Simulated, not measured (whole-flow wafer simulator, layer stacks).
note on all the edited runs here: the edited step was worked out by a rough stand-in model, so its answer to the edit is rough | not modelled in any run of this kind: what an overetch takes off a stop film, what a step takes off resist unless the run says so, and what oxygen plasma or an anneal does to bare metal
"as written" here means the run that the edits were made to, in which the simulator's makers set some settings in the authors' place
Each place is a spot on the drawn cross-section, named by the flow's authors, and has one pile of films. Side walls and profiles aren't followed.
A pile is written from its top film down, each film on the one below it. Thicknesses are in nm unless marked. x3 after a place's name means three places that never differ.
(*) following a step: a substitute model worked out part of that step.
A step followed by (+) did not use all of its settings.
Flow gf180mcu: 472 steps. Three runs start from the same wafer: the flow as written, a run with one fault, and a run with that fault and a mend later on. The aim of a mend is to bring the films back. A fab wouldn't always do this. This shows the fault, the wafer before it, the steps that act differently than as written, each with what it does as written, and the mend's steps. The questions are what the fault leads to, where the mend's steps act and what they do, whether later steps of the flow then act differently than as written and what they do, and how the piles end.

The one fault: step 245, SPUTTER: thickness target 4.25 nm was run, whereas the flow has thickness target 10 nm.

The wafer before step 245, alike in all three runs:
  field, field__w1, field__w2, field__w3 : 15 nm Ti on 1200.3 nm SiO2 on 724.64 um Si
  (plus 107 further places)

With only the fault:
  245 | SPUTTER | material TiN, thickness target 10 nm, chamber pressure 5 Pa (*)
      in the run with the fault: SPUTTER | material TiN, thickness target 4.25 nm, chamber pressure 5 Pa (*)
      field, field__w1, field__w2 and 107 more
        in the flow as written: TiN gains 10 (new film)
        in the run with the fault: TiN gains 4.25 (new film)
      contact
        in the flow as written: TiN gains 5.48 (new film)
        in the run with the fault: TiN gains 2.33 (new film)
  Steps later in the flow that act otherwise than as written (1 more step, not shown, differs only slightly: by at most 2% or 0.5 nm, whichever is larger):
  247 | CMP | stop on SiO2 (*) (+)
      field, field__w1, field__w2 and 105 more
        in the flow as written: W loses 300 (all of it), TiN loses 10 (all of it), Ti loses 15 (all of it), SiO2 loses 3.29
        in the run with the fault: W loses 300 (all of it), TiN loses 4.25 (all of it), Ti loses 15 (all of it), SiO2 loses 3.23
  At contact, polyc_n, polyc_p, the piles at the end differ from the flow's by more than 2% or 0.5 nm, whichever is larger.
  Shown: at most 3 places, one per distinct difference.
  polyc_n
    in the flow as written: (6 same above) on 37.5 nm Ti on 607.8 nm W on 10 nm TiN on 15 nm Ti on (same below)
    in the run with the fault: (6 same above) on 37.5 nm Ti on 613.6 nm W on 4.25 nm TiN on 15 nm Ti on (same below)
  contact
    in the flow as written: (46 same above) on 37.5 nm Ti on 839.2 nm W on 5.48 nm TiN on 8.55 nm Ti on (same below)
    in the run with the fault: (46 same above) on 37.5 nm Ti on 842.4 nm W on 2.33 nm TiN on 8.55 nm Ti on (same below)

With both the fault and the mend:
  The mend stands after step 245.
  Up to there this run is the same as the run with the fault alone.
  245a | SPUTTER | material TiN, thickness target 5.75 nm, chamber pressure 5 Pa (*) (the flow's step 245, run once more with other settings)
      field, field__w1, field__w2 and 107 more
        TiN gains 5.75
      contact
        TiN gains 3.15
  Every later step of the flow that is run acts as written at every place that is followed.
  The piles end the same as the flow's at every place that both follow.
